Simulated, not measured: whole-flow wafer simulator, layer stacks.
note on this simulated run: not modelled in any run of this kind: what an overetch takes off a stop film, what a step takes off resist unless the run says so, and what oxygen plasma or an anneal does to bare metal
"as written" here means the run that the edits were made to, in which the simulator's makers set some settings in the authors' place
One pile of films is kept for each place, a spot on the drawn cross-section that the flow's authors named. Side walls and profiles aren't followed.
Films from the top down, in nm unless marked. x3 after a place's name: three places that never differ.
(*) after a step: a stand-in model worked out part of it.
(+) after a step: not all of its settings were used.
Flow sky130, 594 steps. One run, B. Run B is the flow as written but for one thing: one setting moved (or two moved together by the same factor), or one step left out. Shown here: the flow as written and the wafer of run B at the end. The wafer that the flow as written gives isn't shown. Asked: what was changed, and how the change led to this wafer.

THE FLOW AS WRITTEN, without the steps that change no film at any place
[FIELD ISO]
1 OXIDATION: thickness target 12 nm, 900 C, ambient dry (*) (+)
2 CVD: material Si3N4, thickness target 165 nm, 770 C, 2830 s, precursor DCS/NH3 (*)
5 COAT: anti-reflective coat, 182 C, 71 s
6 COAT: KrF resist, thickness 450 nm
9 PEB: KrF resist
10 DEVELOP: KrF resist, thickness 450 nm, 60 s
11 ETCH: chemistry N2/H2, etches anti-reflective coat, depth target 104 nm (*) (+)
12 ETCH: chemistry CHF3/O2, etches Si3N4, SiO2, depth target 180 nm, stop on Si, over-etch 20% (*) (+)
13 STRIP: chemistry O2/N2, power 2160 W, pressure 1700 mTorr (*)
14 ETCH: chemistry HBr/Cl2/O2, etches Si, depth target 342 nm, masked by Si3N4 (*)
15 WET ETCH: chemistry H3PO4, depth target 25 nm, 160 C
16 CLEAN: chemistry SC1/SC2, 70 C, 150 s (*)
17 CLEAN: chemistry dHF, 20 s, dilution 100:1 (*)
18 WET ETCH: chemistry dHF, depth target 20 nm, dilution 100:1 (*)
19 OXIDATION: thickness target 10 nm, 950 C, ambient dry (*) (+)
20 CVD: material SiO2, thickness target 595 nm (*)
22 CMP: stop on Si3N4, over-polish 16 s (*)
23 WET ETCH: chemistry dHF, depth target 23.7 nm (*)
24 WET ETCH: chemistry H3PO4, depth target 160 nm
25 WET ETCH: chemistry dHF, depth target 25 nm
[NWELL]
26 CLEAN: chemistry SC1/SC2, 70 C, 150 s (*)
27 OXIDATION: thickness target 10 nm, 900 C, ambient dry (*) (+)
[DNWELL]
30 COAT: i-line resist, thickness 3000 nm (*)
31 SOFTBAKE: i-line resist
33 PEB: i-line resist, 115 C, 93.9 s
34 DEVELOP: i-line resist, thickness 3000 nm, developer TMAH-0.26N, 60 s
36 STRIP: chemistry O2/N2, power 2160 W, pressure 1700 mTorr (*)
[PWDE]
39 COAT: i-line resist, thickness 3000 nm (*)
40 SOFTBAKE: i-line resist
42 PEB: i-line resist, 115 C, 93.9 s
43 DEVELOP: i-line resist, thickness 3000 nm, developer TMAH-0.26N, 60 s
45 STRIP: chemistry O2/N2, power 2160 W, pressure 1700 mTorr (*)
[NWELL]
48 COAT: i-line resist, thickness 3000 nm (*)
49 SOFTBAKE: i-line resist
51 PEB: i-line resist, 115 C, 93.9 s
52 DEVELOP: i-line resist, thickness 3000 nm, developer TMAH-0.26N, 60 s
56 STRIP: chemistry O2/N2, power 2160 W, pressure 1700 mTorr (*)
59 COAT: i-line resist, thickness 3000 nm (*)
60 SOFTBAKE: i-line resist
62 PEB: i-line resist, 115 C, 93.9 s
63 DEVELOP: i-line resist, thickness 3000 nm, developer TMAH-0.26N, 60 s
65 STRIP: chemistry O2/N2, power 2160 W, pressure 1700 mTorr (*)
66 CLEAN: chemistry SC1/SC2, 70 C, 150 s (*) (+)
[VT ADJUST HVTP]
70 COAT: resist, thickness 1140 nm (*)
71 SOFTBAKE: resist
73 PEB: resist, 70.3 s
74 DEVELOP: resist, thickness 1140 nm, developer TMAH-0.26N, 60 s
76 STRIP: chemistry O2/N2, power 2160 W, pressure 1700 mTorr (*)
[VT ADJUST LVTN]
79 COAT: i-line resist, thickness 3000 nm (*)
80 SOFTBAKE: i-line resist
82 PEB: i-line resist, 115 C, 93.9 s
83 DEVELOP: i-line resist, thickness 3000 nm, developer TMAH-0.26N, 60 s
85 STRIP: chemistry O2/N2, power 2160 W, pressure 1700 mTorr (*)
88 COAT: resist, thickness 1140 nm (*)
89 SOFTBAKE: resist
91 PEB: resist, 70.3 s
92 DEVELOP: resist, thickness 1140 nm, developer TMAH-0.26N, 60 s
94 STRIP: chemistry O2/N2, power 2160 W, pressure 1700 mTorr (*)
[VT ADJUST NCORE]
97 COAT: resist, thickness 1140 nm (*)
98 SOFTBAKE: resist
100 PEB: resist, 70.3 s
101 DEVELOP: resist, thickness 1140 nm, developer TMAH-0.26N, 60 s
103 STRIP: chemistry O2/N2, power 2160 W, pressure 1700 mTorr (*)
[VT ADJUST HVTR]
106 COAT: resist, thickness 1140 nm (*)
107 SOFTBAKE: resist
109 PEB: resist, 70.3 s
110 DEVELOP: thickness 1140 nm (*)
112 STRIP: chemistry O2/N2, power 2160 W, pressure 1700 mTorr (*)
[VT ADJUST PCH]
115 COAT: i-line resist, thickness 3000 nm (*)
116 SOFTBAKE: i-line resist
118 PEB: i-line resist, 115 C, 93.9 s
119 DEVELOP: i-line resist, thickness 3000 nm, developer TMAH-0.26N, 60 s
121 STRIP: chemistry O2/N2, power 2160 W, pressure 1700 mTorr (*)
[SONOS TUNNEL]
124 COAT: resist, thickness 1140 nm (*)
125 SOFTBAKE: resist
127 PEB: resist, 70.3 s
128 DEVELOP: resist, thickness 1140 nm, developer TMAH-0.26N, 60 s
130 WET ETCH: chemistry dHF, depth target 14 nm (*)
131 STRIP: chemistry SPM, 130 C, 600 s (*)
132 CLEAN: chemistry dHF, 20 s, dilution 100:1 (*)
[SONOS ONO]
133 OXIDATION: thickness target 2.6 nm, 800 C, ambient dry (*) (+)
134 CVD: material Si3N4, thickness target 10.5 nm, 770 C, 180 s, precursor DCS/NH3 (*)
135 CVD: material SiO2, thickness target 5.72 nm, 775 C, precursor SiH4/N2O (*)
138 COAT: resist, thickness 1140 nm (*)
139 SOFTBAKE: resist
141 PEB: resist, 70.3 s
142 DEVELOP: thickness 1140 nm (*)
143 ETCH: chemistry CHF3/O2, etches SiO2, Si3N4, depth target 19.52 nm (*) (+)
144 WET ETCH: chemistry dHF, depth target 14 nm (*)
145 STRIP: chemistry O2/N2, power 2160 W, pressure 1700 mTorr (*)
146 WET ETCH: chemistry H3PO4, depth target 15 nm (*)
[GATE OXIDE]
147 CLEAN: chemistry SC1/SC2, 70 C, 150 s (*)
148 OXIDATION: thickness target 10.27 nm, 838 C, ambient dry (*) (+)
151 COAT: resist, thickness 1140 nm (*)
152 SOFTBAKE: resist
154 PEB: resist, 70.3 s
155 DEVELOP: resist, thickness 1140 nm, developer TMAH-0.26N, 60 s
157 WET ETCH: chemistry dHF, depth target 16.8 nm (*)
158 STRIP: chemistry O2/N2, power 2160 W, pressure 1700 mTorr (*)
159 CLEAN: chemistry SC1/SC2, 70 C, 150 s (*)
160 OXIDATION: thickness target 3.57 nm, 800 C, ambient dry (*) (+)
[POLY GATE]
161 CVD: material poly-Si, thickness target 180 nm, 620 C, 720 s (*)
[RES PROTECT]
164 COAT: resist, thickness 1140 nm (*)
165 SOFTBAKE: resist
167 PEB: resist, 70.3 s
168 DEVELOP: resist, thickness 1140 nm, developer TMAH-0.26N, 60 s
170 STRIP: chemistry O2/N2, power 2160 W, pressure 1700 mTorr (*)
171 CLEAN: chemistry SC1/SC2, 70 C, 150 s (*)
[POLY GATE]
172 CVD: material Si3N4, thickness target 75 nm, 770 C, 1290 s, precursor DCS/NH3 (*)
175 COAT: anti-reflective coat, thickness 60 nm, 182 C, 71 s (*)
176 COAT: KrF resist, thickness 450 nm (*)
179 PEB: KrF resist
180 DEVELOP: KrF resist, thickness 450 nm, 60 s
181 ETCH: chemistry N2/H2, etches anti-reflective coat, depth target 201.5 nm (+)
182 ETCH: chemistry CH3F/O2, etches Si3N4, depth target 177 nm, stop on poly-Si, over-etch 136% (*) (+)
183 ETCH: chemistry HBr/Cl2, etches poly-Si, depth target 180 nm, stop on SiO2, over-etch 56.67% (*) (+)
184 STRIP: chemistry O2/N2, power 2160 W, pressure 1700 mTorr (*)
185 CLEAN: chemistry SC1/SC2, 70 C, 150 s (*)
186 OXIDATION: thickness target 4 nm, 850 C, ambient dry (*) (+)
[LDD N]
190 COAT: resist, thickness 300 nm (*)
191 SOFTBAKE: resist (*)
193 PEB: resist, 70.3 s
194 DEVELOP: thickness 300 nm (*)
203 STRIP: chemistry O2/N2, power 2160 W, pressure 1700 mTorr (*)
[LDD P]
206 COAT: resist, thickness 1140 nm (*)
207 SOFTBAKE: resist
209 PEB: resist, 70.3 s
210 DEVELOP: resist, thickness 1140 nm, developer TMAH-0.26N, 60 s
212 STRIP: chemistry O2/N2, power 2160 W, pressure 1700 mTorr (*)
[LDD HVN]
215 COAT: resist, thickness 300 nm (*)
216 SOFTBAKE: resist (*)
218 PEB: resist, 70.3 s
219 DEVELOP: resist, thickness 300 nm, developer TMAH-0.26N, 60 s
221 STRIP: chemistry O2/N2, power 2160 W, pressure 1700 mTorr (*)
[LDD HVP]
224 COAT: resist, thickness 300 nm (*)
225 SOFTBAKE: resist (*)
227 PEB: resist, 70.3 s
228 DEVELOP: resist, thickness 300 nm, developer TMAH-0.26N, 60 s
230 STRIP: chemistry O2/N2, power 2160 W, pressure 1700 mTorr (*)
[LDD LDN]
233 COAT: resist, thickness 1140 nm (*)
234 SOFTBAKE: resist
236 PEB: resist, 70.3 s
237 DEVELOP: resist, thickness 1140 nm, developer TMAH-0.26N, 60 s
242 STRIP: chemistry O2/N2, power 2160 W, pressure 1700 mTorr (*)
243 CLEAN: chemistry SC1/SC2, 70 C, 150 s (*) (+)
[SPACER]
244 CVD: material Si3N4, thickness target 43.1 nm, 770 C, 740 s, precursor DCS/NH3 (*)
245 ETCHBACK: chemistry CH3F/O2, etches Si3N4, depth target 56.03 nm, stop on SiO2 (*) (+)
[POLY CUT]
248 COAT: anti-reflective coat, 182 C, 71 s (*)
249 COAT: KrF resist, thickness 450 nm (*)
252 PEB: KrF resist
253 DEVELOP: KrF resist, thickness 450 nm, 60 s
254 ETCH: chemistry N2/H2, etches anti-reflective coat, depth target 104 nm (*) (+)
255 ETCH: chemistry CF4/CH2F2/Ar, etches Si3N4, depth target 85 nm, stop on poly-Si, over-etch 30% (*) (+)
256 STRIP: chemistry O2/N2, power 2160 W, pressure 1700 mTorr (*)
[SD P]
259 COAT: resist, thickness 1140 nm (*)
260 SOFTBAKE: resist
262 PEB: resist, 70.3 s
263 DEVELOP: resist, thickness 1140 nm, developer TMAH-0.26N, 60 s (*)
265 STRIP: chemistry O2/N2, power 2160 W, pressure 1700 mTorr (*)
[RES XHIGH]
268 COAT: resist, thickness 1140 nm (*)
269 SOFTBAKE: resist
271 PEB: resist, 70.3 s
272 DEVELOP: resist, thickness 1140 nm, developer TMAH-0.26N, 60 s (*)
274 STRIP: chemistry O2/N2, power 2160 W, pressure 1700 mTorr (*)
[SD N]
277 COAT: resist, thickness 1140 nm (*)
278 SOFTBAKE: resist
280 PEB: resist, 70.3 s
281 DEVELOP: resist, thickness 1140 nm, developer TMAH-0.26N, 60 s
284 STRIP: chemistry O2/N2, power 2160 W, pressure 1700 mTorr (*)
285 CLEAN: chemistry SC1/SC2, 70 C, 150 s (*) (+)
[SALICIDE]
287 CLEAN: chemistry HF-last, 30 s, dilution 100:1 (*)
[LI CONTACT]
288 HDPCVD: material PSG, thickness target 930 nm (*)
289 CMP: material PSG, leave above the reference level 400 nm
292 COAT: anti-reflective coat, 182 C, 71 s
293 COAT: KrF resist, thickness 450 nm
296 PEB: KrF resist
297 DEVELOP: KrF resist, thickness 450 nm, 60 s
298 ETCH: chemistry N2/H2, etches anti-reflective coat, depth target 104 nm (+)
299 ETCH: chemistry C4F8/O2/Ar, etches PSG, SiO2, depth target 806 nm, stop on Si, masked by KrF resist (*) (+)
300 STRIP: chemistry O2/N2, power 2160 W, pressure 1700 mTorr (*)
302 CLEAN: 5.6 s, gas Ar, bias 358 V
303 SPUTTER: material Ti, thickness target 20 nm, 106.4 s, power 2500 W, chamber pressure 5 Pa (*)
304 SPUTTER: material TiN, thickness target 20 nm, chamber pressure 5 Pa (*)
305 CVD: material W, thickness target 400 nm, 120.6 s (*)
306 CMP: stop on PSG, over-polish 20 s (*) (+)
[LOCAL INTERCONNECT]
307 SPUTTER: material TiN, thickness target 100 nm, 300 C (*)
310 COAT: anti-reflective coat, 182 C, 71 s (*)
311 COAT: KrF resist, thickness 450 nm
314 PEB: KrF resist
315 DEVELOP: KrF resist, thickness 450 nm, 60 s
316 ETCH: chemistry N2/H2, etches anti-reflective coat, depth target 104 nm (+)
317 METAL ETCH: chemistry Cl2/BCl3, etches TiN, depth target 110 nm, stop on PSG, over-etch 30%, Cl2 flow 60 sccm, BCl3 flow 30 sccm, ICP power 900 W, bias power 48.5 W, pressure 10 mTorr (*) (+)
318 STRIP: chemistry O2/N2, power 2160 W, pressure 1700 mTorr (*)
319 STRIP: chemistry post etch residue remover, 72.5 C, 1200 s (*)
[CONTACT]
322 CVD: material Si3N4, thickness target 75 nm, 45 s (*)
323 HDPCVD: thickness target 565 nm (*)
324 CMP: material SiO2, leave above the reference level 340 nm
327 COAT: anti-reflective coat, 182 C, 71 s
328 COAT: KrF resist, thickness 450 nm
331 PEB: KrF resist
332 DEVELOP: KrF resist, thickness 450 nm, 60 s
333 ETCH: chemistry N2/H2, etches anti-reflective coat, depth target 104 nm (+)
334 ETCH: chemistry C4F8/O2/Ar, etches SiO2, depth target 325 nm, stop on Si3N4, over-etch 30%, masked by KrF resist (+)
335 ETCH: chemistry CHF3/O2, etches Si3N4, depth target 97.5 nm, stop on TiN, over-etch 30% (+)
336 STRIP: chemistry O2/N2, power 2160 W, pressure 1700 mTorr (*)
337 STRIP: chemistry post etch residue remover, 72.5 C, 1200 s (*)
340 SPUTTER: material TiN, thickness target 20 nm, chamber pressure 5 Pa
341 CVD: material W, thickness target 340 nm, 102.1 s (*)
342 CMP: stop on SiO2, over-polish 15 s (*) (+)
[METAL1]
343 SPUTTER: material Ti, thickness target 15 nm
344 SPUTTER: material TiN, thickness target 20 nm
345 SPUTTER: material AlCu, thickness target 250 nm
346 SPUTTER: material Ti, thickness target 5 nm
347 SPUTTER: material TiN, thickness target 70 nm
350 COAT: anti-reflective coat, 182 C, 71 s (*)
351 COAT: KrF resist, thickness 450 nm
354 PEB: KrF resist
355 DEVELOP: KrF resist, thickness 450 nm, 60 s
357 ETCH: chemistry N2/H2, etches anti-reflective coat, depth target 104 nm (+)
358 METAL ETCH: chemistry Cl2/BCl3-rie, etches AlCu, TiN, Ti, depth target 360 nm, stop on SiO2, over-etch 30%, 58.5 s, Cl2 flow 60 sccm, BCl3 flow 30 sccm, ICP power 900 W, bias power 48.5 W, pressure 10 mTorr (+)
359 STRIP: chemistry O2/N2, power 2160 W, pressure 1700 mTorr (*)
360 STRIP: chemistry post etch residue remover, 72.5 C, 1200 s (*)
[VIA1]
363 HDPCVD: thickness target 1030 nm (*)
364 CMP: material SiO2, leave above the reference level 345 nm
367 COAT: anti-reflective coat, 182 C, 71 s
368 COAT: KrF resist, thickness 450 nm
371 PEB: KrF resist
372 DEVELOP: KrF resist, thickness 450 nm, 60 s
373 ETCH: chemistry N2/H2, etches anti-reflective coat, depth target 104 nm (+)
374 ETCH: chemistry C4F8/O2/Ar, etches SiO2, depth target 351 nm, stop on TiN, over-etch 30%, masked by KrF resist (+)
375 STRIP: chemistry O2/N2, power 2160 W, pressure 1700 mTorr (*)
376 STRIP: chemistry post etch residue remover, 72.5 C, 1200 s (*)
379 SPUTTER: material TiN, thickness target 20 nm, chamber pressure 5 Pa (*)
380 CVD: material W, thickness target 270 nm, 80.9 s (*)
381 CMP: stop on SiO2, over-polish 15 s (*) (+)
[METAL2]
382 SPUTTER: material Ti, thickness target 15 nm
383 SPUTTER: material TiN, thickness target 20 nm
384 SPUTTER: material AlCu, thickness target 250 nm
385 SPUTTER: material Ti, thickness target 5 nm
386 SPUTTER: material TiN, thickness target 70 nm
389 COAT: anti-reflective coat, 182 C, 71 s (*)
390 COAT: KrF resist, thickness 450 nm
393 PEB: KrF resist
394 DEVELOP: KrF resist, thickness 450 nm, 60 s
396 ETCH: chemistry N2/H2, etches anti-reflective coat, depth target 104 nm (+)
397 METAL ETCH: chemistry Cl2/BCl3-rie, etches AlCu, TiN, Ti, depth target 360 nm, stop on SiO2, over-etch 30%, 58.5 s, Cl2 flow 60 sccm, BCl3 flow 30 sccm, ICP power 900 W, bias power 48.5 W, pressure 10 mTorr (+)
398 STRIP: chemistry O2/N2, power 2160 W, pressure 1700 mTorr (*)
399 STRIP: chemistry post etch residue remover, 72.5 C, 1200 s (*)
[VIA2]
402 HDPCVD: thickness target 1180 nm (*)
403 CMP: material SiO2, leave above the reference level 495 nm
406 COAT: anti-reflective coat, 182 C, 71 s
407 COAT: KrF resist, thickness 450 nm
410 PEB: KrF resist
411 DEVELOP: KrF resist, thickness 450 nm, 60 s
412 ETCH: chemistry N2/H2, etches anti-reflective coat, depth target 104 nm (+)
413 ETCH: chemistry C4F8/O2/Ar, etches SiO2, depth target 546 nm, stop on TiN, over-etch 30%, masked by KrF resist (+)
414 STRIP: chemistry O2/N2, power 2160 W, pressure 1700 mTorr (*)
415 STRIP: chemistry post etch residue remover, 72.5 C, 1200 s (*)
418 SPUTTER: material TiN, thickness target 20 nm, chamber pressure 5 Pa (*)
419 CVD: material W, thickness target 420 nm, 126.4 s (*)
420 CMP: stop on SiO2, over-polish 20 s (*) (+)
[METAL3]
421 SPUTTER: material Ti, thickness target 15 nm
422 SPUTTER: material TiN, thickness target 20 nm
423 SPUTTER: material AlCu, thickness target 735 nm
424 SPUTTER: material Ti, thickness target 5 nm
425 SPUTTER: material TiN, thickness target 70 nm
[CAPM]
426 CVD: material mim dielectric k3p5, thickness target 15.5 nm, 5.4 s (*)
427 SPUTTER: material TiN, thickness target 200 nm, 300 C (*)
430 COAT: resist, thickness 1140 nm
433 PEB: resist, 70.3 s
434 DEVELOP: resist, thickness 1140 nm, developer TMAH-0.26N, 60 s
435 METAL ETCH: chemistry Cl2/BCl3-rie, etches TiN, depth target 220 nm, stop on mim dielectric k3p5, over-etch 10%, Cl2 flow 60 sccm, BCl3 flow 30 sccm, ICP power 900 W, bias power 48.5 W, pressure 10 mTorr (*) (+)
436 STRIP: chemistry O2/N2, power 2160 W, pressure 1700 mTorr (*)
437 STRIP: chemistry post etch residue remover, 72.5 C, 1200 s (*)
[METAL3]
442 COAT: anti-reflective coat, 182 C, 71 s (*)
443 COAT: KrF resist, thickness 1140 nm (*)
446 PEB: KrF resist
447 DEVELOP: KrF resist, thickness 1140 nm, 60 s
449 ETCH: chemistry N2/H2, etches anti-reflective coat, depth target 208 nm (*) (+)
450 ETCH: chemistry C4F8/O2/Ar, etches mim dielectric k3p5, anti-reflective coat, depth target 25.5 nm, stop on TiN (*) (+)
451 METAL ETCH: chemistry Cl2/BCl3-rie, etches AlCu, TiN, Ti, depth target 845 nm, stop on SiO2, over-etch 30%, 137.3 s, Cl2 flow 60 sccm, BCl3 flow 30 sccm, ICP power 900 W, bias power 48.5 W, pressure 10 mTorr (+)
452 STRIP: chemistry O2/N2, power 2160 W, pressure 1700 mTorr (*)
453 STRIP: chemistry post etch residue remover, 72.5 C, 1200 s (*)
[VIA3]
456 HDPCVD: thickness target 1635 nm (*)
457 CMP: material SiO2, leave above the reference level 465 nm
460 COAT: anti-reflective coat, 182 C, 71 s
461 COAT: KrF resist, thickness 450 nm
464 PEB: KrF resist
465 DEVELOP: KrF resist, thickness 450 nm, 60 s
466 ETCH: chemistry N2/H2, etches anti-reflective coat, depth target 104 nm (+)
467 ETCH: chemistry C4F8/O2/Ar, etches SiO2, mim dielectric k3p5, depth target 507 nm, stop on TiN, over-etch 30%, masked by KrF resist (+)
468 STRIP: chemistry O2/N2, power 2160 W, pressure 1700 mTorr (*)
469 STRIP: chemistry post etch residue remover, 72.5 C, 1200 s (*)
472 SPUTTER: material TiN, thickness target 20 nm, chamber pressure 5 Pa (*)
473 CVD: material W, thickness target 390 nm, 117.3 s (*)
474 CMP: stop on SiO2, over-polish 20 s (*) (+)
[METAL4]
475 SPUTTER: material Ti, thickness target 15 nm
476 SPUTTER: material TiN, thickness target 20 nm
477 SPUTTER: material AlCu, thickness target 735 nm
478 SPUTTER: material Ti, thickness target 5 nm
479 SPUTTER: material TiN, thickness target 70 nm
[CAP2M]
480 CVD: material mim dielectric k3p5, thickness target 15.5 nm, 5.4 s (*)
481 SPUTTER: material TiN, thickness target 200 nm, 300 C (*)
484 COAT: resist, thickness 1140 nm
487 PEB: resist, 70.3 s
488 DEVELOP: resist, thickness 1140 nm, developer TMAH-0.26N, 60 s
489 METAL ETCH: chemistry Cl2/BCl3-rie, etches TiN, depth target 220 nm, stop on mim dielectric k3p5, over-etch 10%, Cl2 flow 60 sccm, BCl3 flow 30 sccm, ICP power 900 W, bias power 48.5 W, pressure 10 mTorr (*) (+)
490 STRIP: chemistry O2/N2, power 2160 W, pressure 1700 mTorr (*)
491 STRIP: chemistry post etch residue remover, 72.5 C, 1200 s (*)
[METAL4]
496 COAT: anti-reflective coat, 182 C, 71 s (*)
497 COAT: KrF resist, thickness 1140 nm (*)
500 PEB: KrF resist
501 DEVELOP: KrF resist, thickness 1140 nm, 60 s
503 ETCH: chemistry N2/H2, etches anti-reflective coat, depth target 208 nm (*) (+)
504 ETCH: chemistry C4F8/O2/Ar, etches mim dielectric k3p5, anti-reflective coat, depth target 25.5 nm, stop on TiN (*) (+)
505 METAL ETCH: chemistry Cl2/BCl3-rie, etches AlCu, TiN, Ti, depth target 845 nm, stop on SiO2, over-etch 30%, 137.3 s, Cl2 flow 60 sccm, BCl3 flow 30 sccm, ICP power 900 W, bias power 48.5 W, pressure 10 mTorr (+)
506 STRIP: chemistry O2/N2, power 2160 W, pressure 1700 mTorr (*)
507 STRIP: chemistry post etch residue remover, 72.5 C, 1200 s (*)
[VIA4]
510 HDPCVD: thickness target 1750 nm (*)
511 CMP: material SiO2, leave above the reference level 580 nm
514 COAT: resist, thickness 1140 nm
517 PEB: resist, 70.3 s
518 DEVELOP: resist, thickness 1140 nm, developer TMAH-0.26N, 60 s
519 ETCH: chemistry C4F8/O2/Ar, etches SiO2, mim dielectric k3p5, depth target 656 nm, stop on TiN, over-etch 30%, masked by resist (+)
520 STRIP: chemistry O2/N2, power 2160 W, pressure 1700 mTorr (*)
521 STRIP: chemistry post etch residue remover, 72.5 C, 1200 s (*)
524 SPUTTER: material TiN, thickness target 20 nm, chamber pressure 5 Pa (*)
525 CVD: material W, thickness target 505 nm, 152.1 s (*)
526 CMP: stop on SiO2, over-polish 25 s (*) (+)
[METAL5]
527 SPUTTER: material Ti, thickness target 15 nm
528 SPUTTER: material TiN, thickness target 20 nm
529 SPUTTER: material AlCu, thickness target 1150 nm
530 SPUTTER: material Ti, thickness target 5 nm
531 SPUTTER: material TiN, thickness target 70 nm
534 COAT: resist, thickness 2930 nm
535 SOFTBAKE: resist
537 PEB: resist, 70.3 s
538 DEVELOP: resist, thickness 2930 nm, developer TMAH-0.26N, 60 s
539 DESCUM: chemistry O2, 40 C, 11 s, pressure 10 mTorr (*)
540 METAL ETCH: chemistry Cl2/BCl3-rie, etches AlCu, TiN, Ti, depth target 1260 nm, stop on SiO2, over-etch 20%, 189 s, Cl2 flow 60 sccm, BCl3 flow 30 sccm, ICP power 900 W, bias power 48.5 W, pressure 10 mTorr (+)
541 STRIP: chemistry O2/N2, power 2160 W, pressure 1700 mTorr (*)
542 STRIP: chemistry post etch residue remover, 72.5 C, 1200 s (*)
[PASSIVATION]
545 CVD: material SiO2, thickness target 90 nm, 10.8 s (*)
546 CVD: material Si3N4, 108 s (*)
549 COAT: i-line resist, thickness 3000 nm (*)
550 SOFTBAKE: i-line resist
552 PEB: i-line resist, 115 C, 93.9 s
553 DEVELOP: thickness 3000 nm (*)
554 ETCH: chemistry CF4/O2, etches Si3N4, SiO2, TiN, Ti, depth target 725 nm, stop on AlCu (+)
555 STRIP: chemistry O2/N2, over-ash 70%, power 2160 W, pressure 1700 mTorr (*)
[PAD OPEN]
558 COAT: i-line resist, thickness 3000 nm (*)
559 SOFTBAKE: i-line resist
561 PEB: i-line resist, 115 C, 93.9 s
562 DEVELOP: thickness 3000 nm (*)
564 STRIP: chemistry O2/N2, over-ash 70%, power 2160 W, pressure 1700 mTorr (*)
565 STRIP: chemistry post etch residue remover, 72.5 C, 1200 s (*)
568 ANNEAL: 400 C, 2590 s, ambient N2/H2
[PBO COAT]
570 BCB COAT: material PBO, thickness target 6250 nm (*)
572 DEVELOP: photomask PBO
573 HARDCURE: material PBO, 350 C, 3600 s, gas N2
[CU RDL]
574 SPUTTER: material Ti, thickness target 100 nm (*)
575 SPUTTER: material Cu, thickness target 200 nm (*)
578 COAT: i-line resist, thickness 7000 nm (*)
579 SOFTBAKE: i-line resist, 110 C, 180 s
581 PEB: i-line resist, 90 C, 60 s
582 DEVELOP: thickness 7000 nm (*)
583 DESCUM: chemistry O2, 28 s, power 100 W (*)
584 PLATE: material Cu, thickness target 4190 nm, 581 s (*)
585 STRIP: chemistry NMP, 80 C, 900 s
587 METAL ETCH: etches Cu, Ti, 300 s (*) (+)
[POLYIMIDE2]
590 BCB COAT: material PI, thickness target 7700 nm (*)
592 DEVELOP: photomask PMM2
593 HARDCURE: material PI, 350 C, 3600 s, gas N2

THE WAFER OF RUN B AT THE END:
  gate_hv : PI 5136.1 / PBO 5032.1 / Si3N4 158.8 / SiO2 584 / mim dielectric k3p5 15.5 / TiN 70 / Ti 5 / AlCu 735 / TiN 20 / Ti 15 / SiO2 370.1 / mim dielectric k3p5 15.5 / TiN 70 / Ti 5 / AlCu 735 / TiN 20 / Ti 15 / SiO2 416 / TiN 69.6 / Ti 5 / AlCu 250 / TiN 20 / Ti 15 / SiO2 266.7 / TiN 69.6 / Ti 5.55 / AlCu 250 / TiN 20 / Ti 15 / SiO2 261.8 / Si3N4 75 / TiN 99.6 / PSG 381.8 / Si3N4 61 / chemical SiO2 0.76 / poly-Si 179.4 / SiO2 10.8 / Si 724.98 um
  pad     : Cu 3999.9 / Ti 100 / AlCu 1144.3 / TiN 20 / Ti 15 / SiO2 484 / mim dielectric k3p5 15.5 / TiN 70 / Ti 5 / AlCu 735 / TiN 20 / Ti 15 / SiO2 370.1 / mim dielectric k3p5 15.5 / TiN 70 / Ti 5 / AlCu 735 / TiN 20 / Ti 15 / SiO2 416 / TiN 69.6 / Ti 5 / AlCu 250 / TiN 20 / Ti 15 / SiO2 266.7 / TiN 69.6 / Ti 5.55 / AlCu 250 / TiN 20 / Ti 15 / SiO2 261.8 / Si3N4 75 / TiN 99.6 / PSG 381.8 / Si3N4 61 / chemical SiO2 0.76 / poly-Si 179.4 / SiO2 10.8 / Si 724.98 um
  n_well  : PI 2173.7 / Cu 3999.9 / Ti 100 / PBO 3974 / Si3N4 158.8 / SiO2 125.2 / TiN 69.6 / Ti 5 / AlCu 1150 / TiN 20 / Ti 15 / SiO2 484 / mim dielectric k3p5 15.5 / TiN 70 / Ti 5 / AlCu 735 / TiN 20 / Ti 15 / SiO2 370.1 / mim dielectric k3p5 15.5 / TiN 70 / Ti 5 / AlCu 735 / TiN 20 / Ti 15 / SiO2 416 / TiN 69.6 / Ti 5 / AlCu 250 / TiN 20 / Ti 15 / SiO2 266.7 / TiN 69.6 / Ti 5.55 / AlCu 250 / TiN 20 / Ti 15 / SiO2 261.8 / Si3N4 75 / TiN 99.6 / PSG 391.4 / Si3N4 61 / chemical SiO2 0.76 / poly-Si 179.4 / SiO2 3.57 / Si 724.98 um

The cause: step 346, SPUTTER: thickness target 5.55 nm was run, where the flow has thickness target 5 nm.
It can be read off the wafer: gate_hv has Ti 5.55, and step 346 as written asks for 5 nm.

How the change led to this, step by step:
  346 SPUTTER: material Ti, thickness target 5 nm
      field, active, n_well and 188 more: Ti +5.55 (new film) (as written it would be: Ti +5 (new film))
  358 METAL ETCH: chemistry Cl2/BCl3-rie, etches AlCu, TiN, Ti, depth target 360 nm, stop on SiO2, over-etch 30%, 58.5 s, Cl2 flow 60 sccm, BCl3 flow 30 sccm, ICP power 900 W, bias power 48.5 W, pressure 10 mTorr (+)
      field, active, gate and 81 more: TiN -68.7 (all of it), Ti -5.55 (all of it), AlCu -250 (all of it), TiN -20 (all of it), Ti -15 (all of it), SiO2 -10.9 (as written it would be: TiN -68.7 (all of it), Ti -5 (all of it), AlCu -250 (all of it), TiN -20 (all of it), Ti -15 (all of it), SiO2 -10.9)
